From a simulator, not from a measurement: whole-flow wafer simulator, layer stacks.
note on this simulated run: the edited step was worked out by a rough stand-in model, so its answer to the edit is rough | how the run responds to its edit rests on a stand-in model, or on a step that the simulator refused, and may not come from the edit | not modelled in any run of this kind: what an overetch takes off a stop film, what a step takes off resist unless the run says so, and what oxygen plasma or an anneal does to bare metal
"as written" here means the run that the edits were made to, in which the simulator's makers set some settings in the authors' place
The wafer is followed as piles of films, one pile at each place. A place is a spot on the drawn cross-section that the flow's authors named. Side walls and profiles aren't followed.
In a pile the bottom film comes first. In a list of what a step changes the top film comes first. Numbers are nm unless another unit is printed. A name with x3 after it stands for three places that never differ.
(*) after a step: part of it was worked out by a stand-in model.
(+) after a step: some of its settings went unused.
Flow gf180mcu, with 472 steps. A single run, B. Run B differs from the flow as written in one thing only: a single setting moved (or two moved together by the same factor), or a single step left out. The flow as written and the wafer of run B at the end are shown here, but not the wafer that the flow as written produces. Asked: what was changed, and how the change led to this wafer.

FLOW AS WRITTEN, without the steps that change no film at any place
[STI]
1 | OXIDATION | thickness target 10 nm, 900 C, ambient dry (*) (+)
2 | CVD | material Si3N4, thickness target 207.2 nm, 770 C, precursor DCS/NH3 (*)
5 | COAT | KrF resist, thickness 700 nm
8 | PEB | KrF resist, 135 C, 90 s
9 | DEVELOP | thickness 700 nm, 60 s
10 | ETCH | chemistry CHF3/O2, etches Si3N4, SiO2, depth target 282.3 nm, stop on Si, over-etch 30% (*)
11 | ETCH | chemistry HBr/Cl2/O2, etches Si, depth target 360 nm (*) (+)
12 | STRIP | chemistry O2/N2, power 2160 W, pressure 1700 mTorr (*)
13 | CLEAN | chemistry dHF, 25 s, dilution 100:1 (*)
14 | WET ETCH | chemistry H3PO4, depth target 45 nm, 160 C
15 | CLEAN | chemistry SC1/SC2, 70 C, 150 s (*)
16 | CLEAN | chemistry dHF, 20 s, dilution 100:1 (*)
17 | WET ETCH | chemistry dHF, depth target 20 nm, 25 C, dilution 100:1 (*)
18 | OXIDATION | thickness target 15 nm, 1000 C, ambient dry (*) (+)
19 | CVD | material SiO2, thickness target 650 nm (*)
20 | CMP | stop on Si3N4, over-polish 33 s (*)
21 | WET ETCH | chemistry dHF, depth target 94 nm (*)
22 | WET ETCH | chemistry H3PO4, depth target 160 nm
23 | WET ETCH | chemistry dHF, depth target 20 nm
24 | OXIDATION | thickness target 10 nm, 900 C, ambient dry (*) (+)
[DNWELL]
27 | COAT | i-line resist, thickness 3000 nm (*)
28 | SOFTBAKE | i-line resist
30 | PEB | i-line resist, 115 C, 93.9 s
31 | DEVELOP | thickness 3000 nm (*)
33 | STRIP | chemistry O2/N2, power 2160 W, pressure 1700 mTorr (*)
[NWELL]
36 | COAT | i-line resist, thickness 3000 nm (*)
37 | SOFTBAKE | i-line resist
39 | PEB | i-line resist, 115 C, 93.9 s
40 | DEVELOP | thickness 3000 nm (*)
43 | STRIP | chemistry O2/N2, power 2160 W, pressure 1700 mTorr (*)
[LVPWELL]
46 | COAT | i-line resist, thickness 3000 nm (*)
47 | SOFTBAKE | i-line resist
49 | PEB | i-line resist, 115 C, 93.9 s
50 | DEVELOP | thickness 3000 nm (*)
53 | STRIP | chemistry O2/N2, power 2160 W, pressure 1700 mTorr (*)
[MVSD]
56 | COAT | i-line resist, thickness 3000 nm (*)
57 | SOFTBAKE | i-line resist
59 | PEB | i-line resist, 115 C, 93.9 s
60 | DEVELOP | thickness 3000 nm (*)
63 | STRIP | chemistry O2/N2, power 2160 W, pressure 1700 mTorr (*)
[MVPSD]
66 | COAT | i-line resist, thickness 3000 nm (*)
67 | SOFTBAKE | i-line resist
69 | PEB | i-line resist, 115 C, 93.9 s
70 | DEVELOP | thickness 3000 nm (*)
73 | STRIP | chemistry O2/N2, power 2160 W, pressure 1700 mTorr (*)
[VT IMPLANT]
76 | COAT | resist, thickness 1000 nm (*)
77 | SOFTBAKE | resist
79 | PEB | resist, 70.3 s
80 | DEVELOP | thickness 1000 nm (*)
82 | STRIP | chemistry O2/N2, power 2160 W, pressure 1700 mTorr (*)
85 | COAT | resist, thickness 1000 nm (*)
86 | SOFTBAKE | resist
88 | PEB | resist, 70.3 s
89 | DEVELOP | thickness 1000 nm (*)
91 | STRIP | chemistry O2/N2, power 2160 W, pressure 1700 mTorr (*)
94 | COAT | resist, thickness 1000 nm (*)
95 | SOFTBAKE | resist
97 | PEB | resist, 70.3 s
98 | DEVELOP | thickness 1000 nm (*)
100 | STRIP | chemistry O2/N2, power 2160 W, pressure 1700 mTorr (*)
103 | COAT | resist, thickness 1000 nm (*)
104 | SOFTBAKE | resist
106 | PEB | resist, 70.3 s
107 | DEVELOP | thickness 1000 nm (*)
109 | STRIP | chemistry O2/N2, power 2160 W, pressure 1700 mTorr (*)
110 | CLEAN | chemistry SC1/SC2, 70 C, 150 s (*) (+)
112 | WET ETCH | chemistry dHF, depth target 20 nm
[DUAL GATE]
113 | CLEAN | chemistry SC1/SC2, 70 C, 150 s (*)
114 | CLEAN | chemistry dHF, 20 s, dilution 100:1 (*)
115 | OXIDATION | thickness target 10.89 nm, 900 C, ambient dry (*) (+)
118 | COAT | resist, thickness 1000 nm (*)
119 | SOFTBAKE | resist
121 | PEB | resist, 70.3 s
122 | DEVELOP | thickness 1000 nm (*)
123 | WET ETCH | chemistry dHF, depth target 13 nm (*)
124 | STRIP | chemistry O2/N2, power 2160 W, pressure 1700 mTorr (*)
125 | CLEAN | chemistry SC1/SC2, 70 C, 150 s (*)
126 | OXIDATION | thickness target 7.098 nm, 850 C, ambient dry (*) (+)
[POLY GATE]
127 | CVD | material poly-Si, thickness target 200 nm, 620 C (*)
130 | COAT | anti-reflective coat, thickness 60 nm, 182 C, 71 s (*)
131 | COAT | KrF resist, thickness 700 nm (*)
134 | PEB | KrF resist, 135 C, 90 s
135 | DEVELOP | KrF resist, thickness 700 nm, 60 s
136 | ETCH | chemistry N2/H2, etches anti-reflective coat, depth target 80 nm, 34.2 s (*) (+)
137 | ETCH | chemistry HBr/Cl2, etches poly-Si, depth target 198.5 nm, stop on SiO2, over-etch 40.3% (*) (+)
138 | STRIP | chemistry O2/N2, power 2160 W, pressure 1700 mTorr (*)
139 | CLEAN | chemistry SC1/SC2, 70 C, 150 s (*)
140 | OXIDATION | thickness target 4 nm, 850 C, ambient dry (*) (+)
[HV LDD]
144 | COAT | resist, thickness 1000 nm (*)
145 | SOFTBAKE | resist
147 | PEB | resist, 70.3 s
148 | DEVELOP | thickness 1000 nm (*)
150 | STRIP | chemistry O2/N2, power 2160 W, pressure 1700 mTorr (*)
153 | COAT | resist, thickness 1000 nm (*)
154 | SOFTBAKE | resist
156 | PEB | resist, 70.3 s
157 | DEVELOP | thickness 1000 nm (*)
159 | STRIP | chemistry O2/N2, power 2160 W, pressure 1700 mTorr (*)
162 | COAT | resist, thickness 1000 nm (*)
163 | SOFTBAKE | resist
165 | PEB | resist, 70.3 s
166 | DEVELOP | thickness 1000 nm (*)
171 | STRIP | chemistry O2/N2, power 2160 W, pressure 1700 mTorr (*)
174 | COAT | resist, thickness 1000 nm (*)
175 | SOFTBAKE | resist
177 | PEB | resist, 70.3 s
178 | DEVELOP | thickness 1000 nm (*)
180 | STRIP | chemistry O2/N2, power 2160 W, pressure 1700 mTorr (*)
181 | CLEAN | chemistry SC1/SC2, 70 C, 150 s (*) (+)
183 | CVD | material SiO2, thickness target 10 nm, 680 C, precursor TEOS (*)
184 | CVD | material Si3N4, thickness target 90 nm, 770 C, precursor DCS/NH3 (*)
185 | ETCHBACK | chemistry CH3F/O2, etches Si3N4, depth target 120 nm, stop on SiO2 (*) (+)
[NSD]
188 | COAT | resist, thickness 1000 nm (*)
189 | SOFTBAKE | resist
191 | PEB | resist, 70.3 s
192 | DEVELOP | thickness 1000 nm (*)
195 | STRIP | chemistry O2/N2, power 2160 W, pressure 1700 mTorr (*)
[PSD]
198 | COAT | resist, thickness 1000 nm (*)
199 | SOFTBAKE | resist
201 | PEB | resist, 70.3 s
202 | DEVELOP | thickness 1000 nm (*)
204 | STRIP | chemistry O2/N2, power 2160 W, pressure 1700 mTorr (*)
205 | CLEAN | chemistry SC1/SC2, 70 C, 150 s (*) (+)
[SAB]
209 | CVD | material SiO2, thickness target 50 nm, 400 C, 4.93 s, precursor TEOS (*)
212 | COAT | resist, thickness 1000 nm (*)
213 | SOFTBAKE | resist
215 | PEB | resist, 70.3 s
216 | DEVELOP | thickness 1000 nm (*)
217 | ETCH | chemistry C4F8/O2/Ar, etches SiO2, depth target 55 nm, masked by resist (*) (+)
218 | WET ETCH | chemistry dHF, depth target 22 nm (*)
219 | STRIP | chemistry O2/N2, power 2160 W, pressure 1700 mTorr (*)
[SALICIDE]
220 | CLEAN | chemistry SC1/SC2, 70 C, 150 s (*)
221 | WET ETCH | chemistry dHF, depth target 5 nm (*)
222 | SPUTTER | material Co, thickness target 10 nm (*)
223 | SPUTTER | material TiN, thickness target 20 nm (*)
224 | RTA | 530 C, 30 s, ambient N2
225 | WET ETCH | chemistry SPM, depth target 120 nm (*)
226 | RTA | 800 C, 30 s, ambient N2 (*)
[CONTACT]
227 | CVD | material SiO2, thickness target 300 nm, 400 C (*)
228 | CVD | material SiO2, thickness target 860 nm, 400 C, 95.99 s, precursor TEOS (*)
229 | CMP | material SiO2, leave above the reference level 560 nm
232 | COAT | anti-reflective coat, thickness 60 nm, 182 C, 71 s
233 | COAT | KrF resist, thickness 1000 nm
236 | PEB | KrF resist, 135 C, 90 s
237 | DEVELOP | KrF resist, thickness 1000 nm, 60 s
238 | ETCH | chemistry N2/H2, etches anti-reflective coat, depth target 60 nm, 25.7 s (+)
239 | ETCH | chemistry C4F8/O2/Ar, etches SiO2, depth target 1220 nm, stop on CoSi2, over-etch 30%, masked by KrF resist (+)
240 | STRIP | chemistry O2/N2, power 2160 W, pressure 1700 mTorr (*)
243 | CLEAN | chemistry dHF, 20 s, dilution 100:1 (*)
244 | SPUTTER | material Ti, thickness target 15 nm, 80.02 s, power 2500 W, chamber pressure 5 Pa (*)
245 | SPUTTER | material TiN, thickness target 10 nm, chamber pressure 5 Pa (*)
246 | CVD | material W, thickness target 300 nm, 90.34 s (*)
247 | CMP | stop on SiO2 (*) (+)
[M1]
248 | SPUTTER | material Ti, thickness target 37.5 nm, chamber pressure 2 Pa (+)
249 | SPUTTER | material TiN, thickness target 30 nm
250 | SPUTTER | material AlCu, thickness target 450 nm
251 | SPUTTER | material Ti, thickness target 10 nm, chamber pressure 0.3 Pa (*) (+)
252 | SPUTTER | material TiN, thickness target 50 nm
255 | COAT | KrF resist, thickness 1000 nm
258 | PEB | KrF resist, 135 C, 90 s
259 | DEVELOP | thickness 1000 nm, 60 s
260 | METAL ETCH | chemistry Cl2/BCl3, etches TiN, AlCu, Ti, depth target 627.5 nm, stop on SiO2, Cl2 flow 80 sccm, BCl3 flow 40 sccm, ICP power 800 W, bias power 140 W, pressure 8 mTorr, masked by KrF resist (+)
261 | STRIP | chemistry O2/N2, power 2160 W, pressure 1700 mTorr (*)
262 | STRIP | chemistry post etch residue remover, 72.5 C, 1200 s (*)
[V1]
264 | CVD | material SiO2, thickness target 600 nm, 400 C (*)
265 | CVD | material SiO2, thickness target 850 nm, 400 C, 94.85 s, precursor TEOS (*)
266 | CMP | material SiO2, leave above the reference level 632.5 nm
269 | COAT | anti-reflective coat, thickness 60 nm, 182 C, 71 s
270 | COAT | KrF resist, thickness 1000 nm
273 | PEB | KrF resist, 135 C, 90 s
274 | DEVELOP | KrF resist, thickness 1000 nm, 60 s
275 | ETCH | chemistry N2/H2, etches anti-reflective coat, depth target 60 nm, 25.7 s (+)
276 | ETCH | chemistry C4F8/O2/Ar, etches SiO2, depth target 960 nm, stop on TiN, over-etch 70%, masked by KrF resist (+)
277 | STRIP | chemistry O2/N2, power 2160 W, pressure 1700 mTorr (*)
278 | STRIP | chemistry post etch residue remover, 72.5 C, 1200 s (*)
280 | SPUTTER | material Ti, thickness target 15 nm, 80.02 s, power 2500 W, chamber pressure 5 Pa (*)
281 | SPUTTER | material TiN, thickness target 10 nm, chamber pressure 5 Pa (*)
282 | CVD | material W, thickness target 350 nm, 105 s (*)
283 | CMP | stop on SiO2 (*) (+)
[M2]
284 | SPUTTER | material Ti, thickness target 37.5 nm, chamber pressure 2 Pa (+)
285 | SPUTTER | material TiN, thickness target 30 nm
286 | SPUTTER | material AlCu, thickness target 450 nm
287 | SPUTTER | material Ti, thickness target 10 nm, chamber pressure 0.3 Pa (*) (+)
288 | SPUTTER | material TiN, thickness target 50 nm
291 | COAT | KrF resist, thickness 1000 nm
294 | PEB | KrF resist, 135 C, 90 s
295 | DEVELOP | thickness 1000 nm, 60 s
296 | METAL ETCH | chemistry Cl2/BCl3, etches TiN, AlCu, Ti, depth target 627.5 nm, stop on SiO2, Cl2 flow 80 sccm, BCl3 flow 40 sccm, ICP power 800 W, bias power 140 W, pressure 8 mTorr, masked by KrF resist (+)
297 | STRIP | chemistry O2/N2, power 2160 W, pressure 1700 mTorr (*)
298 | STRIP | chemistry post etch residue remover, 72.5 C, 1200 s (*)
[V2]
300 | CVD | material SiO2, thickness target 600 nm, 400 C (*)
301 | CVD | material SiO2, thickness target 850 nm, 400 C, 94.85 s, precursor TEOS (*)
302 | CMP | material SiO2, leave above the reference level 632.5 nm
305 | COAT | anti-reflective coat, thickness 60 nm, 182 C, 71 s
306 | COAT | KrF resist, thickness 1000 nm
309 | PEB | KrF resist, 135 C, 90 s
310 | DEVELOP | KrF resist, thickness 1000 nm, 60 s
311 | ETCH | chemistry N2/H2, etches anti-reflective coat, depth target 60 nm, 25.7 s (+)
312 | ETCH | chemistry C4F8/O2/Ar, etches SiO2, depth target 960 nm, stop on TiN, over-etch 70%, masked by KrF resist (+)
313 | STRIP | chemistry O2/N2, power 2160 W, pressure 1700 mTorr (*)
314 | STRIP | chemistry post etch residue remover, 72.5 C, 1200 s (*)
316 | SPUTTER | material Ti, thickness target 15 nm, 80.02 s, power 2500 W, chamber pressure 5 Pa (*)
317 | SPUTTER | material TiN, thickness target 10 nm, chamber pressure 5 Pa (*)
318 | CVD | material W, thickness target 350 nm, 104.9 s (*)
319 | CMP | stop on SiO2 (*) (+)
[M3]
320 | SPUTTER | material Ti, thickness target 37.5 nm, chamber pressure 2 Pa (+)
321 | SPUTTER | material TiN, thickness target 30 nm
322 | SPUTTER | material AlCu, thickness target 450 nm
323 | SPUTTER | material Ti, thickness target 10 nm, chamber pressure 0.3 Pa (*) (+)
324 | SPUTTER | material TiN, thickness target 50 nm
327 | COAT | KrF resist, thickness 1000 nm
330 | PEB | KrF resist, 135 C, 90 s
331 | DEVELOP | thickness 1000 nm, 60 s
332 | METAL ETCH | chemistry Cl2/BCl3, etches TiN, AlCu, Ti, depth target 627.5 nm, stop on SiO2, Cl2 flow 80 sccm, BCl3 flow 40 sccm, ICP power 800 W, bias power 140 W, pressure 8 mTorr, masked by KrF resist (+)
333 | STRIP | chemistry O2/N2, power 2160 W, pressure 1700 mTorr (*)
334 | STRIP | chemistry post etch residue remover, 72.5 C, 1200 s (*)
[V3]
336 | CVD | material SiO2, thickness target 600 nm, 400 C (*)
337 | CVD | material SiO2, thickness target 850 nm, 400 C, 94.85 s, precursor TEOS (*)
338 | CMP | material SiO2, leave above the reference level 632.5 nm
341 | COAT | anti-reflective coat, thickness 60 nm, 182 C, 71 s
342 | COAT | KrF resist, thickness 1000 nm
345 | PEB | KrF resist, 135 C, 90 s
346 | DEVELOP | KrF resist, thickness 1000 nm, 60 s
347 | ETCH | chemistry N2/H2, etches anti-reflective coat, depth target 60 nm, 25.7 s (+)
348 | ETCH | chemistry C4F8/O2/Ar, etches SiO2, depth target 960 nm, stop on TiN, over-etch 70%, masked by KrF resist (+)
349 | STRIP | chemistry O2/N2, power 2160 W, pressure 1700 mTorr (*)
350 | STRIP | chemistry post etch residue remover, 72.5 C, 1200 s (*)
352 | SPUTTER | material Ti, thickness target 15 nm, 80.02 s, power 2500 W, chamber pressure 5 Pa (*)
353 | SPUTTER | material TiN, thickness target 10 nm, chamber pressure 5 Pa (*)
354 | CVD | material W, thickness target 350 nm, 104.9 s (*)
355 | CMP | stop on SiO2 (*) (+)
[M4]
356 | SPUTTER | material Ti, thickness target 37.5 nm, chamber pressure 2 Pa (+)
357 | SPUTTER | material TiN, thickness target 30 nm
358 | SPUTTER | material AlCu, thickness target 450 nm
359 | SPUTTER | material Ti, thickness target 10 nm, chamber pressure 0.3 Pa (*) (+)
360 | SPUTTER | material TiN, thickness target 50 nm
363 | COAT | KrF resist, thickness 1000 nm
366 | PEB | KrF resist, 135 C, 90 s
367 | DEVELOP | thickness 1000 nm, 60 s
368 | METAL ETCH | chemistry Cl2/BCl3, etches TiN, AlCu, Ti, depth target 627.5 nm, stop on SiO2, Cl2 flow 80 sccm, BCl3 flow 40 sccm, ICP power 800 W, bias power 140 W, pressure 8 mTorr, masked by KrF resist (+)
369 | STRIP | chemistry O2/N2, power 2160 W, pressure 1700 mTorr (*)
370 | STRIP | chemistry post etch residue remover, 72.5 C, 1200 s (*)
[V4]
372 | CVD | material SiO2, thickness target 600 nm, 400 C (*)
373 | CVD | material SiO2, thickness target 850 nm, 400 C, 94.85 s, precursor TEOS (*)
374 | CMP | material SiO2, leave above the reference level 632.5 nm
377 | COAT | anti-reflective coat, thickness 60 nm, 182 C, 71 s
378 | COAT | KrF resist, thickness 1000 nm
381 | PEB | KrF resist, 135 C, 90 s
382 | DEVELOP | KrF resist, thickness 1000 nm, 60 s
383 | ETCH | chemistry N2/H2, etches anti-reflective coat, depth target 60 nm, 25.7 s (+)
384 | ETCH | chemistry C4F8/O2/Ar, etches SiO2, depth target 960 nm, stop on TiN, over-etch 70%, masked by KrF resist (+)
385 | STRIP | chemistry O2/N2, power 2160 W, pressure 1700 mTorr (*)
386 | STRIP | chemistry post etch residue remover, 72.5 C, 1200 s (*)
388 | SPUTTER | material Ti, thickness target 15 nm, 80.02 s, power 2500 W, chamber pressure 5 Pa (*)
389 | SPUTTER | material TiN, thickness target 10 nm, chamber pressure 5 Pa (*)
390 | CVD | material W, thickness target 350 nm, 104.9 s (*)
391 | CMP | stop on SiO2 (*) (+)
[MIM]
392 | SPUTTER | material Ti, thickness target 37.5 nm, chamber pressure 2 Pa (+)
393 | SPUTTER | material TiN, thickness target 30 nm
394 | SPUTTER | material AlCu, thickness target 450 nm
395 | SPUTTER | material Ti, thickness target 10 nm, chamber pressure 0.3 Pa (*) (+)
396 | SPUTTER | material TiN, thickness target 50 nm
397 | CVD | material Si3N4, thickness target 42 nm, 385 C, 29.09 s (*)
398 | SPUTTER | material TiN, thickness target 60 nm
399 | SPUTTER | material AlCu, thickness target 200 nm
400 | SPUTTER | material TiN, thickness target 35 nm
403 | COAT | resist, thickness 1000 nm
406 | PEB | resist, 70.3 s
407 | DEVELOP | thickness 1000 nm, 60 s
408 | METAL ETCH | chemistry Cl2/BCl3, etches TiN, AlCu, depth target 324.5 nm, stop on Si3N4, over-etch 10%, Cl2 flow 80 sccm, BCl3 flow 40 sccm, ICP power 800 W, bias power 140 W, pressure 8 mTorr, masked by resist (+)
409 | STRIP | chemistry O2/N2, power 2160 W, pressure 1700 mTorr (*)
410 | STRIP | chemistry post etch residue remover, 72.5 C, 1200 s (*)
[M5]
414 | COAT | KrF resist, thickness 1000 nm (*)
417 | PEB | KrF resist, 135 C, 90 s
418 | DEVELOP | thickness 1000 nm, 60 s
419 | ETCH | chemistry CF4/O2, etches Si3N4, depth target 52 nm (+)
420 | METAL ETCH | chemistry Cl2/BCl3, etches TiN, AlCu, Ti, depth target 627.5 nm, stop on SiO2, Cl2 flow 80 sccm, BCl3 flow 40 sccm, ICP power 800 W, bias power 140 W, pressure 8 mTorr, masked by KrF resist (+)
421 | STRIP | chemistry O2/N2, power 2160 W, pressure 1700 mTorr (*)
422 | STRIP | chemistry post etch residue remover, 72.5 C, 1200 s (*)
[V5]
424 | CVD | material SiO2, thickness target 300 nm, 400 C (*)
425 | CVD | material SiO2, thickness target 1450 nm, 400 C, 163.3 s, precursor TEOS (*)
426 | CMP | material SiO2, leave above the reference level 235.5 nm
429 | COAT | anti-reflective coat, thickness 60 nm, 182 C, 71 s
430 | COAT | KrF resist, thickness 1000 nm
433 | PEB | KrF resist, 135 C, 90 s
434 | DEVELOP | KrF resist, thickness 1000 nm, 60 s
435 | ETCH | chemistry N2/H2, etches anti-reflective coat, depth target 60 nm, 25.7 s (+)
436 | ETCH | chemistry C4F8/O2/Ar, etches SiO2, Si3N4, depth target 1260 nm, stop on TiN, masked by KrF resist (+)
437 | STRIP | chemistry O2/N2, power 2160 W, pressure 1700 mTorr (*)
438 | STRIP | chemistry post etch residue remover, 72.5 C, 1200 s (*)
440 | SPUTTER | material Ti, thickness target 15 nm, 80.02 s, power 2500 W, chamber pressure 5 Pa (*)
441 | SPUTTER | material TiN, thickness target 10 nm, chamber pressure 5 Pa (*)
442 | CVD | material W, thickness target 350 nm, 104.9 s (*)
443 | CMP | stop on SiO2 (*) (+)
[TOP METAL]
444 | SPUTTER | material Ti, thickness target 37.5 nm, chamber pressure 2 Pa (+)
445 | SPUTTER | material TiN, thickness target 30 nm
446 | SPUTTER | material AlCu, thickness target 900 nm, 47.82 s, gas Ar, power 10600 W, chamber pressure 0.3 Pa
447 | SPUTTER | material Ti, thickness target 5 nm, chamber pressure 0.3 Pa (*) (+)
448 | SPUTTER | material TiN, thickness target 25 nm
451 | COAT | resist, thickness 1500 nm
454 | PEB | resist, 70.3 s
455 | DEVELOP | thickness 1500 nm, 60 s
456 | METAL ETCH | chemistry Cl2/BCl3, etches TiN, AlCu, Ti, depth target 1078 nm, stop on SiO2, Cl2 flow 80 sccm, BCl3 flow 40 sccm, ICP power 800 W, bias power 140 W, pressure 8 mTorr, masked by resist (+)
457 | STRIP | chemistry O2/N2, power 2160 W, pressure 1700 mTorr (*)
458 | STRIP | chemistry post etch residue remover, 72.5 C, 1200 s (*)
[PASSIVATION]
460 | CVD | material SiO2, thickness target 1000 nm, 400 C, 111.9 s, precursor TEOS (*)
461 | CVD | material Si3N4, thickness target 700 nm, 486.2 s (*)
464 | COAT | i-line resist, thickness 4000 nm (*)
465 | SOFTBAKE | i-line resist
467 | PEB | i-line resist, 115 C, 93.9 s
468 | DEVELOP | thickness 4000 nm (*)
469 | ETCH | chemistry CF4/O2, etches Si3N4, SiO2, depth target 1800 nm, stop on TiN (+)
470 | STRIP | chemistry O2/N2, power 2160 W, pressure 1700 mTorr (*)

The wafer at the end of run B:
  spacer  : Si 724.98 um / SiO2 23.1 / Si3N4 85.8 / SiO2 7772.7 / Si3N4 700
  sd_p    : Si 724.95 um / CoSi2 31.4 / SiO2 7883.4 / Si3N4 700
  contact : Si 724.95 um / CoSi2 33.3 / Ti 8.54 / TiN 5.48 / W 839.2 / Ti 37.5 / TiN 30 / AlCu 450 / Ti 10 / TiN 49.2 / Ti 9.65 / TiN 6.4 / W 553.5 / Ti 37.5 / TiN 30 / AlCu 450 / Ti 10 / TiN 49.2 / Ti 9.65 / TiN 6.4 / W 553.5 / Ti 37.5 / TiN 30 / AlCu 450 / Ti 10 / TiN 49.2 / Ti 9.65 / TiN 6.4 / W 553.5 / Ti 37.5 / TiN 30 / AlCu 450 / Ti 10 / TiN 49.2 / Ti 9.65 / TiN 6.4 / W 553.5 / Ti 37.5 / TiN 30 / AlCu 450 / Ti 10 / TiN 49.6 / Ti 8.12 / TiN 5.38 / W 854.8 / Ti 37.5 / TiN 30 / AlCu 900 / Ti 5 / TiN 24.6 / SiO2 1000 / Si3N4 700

What caused this: step 183, CVD: thickness target 15.9 nm was run, whereas the flow has thickness target 10 nm.

The path from the change to this, step by step:
  183 | CVD | material SiO2, thickness target 10 nm, 680 C, precursor TEOS (*)
      field, field__w1, field__w2 and 99 more: +15.9 SiO2 (in the flow as written it would be: +10 SiO2)
      ld_drift_p: +15.7 SiO2 (in the flow as written it would be: +9.87 SiO2)
      (as well as at 1 more place)
  189 | SOFTBAKE | resist
      field__w9: -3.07 resist (in the flow as written it would be: +6.92 resist)
      field_sub__w1: +9.79 resist (in the flow as written it would be: +7.47 resist)
  199 | SOFTBAKE | resist
      field__w9: -3.07 resist (in the flow as written it would be: +6.92 resist)
      field_sub__w1: +9.79 resist (in the flow as written it would be: +7.47 resist)
  218 | WET ETCH | chemistry dHF, depth target 22 nm (*)
      gate, gate_hv, gate_p and 23 more: -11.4 SiO2 (all of it) (in the flow as written it would be: -5.48 SiO2 (all of it))
      field, field__w10, sti and 14 more: -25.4 SiO2 (in the flow as written it would be: -24.5 SiO2)
      (as well as at 56 more places)
  229 | CMP | material SiO2, leave above the reference level 560 nm
      field_sub, field_sub__w2: -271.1 SiO2 (in the flow as written it would be: -265.5 SiO2)
      field__w2: -256.2 SiO2 (in the flow as written it would be: -250 SiO2)
      (as well as at 6 more places)
